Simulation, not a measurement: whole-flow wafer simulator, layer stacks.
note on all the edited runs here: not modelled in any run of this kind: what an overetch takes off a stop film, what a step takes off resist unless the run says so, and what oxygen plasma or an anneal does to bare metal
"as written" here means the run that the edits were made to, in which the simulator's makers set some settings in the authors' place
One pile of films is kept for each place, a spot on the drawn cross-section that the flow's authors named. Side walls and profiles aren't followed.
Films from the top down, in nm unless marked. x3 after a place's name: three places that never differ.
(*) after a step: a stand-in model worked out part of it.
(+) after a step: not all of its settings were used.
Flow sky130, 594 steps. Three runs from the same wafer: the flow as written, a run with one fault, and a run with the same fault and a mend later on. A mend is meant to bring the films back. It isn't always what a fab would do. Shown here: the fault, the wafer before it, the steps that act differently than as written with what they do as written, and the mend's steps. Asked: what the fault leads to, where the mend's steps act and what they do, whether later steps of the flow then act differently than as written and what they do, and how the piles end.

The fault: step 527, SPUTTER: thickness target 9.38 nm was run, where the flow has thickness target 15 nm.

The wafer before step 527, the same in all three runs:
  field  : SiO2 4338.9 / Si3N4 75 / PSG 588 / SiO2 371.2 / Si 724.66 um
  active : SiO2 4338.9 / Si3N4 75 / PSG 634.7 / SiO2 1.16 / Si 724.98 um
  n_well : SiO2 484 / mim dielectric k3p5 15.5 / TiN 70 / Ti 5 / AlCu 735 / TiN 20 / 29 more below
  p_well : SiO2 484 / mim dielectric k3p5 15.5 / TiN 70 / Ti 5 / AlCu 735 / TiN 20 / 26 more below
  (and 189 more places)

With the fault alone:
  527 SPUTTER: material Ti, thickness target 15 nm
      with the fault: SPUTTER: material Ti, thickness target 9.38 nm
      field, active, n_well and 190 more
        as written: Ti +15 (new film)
        with the fault: Ti +9.38 (new film)
  Later steps of the flow that act differently than as written (19 more steps differ only slightly, by at most 2% or 0.5 nm, whichever is larger, and aren't shown):
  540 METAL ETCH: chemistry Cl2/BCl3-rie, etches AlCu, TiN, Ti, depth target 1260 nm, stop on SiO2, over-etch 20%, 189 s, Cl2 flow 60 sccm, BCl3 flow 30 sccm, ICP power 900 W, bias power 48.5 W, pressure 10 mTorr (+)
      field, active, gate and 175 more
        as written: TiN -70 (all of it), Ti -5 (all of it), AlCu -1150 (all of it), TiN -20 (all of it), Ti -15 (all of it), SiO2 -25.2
        with the fault: TiN -70 (all of it), Ti -5 (all of it), AlCu -1150 (all of it), TiN -20 (all of it), Ti -9.38 (all of it), SiO2 -25.8
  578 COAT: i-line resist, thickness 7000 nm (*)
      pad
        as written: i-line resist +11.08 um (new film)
        with the fault: i-line resist +11.09 um (new film)
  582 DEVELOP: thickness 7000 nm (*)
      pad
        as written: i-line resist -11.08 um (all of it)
        with the fault: i-line resist -11.09 um (all of it)
  At the end the piles differ from the flow's by more than 2% or 0.5 nm, whichever is larger, at n_well, p_well, sd_n and 12 more.
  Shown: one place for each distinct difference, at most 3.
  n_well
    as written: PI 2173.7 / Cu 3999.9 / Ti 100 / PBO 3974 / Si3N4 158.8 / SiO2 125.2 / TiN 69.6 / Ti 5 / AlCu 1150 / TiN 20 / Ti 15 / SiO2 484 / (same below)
    with the fault: PI 2174.3 / Cu 3999.9 / Ti 100 / PBO 3978.1 / Si3N4 158.8 / SiO2 125.2 / TiN 69.6 / Ti 5 / AlCu 1150 / TiN 20 / Ti 9.38 / SiO2 484 / (same below)
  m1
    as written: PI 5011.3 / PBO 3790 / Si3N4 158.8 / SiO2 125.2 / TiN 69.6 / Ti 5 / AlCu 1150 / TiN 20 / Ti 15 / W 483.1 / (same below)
    with the fault: PI 5011.6 / PBO 3794.7 / Si3N4 158.8 / SiO2 125.2 / TiN 69.6 / Ti 5 / AlCu 1150 / TiN 20 / Ti 9.38 / W 483.1 / (same below)
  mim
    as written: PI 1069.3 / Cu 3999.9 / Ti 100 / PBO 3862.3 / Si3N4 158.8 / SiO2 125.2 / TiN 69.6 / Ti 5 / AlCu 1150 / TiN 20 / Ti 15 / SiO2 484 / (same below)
    with the fault: PI 1069.8 / Cu 3999.9 / Ti 100 / PBO 3866.6 / Si3N4 158.8 / SiO2 125.2 / TiN 69.6 / Ti 5 / AlCu 1150 / TiN 20 / Ti 9.38 / SiO2 484 / (same below)

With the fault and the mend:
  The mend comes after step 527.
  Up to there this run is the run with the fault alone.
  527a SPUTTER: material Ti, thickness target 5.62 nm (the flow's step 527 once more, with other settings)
      field, active, n_well and 190 more
        Ti +5.62
  No later step of the flow acts differently than as written at any place that is followed.
  At the end the piles are the same as the flow's at every place that both follow.
